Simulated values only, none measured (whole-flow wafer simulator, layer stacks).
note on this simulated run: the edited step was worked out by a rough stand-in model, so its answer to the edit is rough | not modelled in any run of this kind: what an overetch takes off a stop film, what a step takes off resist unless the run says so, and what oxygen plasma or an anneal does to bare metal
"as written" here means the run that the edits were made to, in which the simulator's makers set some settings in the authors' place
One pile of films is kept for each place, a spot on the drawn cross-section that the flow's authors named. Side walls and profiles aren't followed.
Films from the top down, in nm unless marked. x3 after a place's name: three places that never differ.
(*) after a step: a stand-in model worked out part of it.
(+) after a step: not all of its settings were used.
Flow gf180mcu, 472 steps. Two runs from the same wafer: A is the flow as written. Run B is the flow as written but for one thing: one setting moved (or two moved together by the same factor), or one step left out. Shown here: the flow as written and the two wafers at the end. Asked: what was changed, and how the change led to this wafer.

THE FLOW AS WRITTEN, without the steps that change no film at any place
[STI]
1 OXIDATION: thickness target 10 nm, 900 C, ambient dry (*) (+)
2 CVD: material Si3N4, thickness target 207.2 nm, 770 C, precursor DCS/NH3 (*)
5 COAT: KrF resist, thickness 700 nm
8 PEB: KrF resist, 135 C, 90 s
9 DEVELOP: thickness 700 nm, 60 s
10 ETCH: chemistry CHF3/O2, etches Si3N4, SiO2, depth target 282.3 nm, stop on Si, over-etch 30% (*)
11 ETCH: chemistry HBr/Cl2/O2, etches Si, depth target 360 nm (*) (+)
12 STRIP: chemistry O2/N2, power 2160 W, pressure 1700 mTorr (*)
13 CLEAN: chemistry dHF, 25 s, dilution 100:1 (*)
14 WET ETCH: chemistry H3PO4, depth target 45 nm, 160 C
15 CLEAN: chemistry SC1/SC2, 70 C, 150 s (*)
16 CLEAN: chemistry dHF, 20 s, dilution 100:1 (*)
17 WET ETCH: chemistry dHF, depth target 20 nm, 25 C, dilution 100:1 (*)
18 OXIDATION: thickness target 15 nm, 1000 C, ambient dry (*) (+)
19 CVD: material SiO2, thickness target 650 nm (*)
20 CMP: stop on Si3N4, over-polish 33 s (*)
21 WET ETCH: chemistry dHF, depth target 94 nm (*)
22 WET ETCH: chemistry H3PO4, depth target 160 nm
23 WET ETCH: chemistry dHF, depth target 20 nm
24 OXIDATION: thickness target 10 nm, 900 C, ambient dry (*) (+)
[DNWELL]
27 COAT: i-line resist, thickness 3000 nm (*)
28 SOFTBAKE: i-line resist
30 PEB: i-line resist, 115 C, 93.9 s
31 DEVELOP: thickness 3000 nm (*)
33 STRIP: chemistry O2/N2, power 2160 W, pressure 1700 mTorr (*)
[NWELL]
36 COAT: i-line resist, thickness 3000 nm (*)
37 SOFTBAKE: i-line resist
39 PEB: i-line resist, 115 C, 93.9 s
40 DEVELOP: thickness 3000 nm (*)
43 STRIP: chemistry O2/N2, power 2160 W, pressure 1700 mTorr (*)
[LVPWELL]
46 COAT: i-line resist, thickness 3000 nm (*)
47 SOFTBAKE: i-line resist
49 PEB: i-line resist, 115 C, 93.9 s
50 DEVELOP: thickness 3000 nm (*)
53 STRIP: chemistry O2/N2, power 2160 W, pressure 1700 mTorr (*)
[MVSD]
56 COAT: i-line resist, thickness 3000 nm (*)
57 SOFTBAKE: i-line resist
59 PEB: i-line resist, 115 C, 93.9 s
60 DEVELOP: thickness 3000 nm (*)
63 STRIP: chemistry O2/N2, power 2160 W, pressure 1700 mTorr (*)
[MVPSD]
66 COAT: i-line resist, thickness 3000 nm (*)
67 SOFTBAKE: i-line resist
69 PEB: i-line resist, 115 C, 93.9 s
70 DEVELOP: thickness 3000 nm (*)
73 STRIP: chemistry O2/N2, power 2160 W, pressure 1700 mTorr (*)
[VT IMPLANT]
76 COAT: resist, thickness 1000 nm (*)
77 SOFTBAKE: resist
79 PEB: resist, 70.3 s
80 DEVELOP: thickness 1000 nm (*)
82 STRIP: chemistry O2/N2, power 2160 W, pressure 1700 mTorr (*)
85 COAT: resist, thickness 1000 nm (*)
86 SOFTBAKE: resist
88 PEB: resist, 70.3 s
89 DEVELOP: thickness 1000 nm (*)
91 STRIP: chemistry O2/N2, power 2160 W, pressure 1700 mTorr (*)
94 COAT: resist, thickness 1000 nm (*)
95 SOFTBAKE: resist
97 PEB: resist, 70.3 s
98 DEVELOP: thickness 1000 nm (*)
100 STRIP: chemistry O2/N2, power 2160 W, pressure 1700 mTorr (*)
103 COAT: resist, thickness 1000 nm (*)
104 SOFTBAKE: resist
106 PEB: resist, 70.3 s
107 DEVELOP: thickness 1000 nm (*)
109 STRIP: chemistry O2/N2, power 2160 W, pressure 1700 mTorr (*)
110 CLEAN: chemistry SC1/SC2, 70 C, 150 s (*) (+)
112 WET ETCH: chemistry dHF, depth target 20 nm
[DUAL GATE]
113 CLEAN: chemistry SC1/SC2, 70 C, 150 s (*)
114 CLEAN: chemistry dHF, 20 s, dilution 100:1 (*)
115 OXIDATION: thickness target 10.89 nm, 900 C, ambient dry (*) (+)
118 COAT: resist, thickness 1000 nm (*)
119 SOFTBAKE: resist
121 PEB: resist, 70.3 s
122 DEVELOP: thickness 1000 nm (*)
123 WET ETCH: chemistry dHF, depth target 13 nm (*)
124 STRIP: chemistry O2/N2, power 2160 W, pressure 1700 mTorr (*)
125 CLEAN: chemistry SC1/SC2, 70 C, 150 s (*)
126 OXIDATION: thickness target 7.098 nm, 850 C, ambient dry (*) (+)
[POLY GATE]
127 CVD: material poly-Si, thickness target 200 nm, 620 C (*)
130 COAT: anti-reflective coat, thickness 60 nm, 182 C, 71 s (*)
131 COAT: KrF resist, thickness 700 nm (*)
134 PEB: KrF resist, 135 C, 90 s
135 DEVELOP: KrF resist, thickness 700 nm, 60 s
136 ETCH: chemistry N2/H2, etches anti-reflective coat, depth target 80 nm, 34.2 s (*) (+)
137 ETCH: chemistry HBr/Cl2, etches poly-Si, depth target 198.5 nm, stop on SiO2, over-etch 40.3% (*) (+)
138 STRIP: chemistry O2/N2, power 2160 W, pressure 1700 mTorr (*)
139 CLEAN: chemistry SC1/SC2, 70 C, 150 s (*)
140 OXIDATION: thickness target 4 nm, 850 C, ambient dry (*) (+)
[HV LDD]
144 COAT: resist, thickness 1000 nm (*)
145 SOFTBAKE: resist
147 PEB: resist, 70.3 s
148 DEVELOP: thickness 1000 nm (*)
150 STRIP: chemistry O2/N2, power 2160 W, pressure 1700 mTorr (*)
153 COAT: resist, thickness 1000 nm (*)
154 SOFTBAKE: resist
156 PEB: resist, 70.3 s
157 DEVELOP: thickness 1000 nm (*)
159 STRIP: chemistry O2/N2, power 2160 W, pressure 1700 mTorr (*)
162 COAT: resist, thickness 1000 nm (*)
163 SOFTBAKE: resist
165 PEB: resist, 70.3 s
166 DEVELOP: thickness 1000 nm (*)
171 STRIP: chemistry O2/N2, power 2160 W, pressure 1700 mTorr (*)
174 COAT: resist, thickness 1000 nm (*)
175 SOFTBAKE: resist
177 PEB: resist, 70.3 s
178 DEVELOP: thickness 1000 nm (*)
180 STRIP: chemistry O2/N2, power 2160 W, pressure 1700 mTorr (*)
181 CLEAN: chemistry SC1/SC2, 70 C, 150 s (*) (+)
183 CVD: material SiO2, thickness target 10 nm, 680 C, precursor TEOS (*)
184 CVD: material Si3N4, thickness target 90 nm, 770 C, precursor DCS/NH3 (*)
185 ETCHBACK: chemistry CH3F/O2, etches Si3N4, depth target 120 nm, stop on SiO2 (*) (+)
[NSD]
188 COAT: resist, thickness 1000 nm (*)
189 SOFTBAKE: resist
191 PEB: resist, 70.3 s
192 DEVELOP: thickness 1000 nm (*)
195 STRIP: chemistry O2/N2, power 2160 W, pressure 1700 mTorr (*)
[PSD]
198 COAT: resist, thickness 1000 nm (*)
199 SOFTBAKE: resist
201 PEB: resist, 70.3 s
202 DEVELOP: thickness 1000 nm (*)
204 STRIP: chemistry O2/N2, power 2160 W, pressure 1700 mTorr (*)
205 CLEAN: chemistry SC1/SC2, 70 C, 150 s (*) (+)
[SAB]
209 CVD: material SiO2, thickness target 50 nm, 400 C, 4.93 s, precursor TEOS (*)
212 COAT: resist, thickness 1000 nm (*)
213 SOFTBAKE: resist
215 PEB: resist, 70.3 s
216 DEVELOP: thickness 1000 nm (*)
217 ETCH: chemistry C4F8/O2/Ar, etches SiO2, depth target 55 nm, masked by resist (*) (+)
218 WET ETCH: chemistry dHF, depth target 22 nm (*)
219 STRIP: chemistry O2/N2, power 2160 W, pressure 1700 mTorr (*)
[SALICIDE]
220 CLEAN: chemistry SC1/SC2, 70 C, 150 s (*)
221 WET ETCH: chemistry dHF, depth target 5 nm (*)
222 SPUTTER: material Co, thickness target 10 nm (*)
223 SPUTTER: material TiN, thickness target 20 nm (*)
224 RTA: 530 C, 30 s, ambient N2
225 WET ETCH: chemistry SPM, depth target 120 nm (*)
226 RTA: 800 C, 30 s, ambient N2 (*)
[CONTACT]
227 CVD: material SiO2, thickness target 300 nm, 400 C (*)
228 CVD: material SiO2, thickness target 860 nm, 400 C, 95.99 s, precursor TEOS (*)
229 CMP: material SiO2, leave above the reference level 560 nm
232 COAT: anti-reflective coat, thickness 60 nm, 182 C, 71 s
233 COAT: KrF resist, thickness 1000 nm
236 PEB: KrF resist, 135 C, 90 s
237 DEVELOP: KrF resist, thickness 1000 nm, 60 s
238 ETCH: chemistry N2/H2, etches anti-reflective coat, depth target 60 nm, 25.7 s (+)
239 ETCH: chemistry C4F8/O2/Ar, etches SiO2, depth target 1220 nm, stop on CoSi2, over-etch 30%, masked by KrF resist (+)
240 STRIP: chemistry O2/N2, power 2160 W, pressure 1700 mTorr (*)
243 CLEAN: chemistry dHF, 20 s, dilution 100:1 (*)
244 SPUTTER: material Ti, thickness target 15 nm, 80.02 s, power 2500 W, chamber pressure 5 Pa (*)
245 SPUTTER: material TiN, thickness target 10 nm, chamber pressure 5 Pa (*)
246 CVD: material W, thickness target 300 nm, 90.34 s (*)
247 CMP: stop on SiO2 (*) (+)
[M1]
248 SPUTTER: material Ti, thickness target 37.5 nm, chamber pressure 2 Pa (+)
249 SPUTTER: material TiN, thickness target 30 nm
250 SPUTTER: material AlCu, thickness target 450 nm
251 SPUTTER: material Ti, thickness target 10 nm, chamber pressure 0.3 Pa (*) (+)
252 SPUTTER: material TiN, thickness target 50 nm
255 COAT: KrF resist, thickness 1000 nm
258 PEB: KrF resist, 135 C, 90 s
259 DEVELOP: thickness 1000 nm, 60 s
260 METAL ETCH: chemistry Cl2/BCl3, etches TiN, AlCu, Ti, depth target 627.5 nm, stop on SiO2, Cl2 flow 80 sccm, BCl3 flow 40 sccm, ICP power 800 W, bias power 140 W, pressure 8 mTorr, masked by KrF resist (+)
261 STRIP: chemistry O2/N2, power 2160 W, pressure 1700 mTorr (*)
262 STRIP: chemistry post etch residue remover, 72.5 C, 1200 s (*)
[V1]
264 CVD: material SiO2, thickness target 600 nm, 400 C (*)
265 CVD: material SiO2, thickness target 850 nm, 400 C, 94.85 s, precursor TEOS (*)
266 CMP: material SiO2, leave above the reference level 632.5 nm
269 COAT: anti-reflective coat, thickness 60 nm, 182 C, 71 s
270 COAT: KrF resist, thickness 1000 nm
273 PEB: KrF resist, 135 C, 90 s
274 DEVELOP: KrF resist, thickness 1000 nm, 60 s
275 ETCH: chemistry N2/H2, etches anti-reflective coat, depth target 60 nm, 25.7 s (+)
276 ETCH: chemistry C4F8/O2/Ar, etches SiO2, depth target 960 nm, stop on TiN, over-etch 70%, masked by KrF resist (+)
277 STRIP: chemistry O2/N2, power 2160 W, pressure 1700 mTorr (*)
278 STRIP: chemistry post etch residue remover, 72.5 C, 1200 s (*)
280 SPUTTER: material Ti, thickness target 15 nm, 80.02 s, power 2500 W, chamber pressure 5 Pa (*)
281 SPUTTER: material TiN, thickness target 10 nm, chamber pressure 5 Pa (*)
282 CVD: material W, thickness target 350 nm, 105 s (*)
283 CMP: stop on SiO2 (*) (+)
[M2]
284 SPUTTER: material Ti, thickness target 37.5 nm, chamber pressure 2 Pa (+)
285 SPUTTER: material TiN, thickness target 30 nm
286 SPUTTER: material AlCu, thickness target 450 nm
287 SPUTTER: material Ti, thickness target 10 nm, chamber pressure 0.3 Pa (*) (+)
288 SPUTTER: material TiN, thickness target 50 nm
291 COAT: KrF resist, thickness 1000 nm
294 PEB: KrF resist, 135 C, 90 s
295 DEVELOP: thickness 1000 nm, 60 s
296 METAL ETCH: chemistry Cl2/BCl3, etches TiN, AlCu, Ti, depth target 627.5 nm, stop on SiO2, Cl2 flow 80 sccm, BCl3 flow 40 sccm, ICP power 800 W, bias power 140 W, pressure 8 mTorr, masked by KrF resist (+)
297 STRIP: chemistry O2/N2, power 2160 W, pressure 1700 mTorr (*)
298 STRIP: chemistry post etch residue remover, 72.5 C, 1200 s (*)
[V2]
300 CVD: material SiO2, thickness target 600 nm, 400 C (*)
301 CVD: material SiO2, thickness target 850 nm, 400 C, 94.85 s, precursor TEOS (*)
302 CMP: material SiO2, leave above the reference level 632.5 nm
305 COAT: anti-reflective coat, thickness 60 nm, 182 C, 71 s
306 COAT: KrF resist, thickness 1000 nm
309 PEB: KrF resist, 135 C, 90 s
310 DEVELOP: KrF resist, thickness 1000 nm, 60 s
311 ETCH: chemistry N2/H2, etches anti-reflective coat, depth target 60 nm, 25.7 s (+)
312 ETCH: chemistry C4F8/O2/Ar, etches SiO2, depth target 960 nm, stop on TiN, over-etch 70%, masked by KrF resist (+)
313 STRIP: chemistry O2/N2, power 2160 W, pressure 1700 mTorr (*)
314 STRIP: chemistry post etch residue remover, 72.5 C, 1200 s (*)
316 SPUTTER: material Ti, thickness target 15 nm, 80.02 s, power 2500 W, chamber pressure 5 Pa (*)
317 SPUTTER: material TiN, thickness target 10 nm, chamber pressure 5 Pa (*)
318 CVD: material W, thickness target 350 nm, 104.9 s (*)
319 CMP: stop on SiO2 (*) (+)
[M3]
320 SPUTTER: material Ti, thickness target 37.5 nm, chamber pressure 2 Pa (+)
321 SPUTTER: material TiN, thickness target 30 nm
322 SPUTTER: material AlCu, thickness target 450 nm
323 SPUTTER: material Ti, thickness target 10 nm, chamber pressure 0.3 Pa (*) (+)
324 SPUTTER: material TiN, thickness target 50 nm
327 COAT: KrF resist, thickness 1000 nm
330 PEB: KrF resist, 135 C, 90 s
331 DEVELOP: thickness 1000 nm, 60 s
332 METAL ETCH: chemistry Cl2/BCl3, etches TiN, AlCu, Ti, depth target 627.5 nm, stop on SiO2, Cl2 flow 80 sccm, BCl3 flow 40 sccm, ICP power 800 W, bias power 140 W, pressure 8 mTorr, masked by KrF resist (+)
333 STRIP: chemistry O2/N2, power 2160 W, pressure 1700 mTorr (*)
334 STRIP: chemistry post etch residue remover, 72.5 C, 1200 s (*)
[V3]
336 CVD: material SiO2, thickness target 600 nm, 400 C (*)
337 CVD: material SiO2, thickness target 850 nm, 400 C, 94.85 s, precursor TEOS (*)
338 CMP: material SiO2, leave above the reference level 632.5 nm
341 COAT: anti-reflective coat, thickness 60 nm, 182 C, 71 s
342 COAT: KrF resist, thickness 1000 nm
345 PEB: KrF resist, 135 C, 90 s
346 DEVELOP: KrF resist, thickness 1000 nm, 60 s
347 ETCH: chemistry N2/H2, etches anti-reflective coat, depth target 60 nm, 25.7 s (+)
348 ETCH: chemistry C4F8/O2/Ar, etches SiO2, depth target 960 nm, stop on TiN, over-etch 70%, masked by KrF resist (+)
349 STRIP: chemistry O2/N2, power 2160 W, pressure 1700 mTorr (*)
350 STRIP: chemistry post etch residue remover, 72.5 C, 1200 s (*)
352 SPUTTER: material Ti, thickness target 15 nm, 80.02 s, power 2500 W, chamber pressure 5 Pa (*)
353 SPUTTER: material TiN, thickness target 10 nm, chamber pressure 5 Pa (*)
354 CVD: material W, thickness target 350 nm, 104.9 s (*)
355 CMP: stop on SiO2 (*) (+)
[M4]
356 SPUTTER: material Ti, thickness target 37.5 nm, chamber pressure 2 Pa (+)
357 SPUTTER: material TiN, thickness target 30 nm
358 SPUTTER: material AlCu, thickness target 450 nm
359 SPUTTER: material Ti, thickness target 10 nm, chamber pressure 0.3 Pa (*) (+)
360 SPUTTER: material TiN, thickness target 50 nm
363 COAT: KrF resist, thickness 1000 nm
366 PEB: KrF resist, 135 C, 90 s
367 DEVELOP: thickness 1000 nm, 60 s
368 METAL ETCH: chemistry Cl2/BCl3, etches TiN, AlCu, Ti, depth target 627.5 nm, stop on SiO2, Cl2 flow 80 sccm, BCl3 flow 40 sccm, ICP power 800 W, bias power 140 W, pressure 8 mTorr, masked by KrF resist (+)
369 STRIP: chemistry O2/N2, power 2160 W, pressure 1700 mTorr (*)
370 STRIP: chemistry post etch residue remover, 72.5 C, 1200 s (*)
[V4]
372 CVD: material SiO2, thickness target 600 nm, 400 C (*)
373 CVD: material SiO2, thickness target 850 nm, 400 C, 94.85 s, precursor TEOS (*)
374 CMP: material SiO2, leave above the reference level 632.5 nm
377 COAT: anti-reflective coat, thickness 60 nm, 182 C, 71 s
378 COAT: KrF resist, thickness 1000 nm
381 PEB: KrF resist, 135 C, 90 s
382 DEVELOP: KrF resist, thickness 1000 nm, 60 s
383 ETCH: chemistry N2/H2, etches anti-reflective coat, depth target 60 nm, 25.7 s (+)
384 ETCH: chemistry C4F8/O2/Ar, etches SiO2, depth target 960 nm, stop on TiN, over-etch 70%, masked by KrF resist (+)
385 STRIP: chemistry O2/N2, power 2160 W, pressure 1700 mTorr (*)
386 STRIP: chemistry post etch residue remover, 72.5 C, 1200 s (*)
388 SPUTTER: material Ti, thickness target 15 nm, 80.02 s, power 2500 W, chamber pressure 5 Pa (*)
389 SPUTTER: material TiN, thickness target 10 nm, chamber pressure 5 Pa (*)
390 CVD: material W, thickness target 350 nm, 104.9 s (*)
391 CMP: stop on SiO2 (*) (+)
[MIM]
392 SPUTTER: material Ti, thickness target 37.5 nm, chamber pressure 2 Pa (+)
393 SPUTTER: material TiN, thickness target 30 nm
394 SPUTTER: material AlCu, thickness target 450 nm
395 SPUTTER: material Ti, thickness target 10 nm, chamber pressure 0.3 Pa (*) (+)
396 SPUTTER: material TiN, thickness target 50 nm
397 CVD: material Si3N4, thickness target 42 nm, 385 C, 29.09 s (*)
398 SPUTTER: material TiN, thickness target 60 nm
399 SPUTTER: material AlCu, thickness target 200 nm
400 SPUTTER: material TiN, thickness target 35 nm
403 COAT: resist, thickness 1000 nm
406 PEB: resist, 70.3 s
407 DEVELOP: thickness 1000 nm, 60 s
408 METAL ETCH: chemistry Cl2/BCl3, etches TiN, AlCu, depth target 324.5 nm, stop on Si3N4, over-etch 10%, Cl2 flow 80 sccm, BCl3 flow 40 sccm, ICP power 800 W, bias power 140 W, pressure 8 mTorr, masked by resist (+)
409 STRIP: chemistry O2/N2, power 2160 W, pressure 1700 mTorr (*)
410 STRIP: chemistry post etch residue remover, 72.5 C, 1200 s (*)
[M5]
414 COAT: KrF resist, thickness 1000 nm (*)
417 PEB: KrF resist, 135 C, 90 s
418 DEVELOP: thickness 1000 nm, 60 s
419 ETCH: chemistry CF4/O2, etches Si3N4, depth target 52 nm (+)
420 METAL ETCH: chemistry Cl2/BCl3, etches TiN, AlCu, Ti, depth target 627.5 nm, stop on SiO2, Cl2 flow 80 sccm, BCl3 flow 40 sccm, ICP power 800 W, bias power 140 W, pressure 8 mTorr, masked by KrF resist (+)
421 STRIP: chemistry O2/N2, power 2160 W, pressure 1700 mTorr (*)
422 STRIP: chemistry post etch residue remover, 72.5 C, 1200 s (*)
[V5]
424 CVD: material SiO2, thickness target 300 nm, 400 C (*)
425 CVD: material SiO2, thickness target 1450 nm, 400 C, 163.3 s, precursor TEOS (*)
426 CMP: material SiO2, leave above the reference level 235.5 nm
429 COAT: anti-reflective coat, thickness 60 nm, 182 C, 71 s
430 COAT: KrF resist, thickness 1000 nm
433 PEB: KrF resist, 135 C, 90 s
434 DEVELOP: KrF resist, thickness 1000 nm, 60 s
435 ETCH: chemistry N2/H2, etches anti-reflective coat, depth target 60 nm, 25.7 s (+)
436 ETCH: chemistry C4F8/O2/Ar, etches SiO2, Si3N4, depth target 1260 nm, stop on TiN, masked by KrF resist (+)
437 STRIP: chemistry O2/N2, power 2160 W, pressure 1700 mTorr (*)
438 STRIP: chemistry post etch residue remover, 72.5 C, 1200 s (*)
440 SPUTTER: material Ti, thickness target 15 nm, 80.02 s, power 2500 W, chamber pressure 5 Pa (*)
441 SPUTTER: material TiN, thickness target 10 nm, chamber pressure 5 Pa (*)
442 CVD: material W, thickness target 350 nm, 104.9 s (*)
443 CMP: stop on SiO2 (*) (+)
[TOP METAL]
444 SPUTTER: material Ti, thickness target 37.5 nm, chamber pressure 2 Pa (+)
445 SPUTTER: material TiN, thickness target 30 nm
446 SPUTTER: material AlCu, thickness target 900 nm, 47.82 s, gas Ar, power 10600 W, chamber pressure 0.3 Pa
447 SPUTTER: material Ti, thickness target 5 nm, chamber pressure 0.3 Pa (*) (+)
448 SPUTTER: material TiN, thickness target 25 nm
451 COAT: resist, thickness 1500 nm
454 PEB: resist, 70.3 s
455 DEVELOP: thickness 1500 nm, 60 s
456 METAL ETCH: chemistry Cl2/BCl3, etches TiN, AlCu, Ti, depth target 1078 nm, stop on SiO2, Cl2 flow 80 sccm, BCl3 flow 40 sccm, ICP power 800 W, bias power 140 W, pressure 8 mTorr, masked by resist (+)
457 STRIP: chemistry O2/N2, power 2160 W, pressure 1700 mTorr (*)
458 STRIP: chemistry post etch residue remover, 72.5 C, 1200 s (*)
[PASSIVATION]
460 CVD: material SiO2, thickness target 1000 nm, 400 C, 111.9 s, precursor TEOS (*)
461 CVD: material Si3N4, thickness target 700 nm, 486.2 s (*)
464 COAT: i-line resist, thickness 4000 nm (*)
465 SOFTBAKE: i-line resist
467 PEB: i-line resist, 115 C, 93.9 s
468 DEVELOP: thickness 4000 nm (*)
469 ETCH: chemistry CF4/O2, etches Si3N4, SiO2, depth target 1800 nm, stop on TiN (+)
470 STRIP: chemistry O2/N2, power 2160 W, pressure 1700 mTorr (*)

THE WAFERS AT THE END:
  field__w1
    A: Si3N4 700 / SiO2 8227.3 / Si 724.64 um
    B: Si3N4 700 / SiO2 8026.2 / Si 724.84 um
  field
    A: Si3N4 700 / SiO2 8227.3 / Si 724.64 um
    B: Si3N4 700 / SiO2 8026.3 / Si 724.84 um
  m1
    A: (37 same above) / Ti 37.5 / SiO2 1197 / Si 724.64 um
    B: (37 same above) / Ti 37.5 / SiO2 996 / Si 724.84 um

The cause: step 11, ETCH: depth target 158 nm was run, where the flow has depth target 360 nm.

How the change led to this, step by step:
  11 ETCH: chemistry HBr/Cl2/O2, etches Si, depth target 360 nm (*) (+)
      active, n_well, p_well and 40 more: A KrF resist -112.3 | B KrF resist -45
      field, field_sub, sti and 34 more: A Si -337 | B Si -135
  12 STRIP: chemistry O2/N2, power 2160 W, pressure 1700 mTorr (*)
      active, n_well, p_well and 40 more: A KrF resist -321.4 (all of it) | B KrF resist -388.7 (all of it)
  19 CVD: material SiO2, thickness target 650 nm (*)
      ld_fp_n, ld_drift_n, ld_fp_p and 7 more: A SiO2 +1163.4 | B SiO2 +961.4
      m1: A SiO2 +1163.4 | B SiO2 +650
  20 CMP: stop on Si3N4, over-polish 33 s (*)
      sti, mim_1p0, pad and 11 more: A SiO2 -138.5 | B SiO2 -340.5
      nw_enc_fld, nw_enc_fld_lv: A SiO2 -142.5 | B SiO2 -344.5
      (and at 11 more places)
  24 OXIDATION: thickness target 10 nm, 900 C, ambient dry (*) (+)
      sti, mim_1p0, pad and 17 more: A SiO2 +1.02, Si -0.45 | B SiO2 +1.68, Si -0.74
      field, mim, nw_sep_fld: A SiO2 +1.04, Si -0.46 | B SiO2 +1.74, Si -0.77
      (and at 14 more places)
  115 OXIDATION: thickness target 10.89 nm, 900 C, ambient dry (*) (+)
      sti, mim_1p0, pad and 19 more: A SiO2 +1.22, Si -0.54 | B SiO2 +2.09, Si -0.92
      field, field__w1, field__w2 and 6 more: A SiO2 +1.25, Si -0.55 | B SiO2 +2.16, Si -0.95
      (and at 18 more places)
  189 SOFTBAKE: resist
      field__w9: A resist +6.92 | B resist -3.07
      active_hv: A resist +2.68 | B resist -0.49
      (and at 1 more place)
  199 SOFTBAKE: resist
      field__w9: A resist +6.92 | B resist -3.07
      active_hv: A resist +2.68 | B resist -0.49
      (and at 1 more place)
